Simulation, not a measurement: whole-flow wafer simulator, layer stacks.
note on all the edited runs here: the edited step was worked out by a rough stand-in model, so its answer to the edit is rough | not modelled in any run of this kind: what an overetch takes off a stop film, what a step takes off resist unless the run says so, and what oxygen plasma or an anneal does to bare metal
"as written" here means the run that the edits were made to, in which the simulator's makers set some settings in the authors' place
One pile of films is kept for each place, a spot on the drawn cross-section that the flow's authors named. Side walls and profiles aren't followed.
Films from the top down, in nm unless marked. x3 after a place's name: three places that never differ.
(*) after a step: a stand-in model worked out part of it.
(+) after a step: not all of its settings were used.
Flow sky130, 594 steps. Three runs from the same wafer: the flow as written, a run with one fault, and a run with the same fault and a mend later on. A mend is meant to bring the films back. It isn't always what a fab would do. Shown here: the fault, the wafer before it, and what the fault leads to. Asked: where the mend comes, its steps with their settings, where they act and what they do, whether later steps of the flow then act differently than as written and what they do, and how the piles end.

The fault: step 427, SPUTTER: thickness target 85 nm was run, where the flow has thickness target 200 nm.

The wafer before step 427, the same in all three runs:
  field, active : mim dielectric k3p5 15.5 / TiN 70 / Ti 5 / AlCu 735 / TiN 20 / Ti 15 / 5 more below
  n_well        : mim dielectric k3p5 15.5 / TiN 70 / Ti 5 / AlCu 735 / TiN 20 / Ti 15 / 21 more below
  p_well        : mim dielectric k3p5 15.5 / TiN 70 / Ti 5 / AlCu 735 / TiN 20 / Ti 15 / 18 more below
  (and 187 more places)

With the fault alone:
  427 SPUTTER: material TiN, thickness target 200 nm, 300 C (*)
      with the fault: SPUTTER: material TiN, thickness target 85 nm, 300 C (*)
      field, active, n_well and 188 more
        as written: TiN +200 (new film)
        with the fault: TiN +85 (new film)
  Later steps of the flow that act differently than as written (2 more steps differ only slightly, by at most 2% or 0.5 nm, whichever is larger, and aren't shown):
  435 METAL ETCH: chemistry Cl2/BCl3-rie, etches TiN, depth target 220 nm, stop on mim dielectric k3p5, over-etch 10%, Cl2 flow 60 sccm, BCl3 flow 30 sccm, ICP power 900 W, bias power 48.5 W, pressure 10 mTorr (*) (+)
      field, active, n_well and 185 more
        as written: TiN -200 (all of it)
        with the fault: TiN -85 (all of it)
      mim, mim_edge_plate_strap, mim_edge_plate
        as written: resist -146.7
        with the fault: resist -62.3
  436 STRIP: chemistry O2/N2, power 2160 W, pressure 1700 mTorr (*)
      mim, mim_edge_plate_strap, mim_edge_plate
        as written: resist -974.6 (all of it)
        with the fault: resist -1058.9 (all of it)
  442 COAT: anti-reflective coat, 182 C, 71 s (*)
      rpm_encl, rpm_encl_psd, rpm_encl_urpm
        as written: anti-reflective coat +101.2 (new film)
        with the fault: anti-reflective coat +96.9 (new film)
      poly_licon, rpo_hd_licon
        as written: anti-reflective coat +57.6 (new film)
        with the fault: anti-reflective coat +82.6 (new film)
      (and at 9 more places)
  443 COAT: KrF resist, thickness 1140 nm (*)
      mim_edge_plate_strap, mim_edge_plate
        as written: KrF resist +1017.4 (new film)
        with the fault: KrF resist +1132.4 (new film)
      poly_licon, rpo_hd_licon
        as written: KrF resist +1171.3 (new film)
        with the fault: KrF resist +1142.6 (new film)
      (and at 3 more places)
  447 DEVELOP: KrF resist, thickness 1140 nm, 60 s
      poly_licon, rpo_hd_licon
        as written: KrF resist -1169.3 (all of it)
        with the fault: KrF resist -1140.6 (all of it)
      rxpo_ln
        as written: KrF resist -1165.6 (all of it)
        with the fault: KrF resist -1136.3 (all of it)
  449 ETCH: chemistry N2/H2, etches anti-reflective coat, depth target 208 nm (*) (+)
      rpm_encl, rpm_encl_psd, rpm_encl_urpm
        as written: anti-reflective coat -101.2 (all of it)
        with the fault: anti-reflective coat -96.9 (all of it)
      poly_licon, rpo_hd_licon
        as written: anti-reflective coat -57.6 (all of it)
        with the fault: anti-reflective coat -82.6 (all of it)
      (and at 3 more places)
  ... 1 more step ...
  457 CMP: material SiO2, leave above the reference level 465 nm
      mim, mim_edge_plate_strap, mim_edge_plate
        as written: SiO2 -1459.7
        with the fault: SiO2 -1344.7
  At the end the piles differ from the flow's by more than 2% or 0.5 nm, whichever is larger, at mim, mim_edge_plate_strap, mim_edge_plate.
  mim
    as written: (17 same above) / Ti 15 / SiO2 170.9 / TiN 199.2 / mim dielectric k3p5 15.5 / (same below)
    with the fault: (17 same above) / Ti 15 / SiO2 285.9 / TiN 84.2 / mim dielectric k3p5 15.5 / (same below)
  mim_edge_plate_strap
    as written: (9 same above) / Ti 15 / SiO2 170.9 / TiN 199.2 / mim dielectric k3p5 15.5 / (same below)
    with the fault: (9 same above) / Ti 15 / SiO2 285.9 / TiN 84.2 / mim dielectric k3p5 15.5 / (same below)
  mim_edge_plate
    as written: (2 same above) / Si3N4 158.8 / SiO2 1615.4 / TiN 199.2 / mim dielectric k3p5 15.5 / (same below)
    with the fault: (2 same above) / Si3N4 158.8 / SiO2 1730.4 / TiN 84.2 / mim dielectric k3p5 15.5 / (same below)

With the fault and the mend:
  The mend comes after step 427.
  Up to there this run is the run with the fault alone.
  427a SPUTTER: material TiN, thickness target 115 nm, 300 C (*) (the flow's step 427 once more, with other settings)
      field, active, n_well and 188 more
        TiN +115
  No later step of the flow acts differently than as written at any place that is followed.
  At the end the piles are the same as the flow's at every place that both follow.
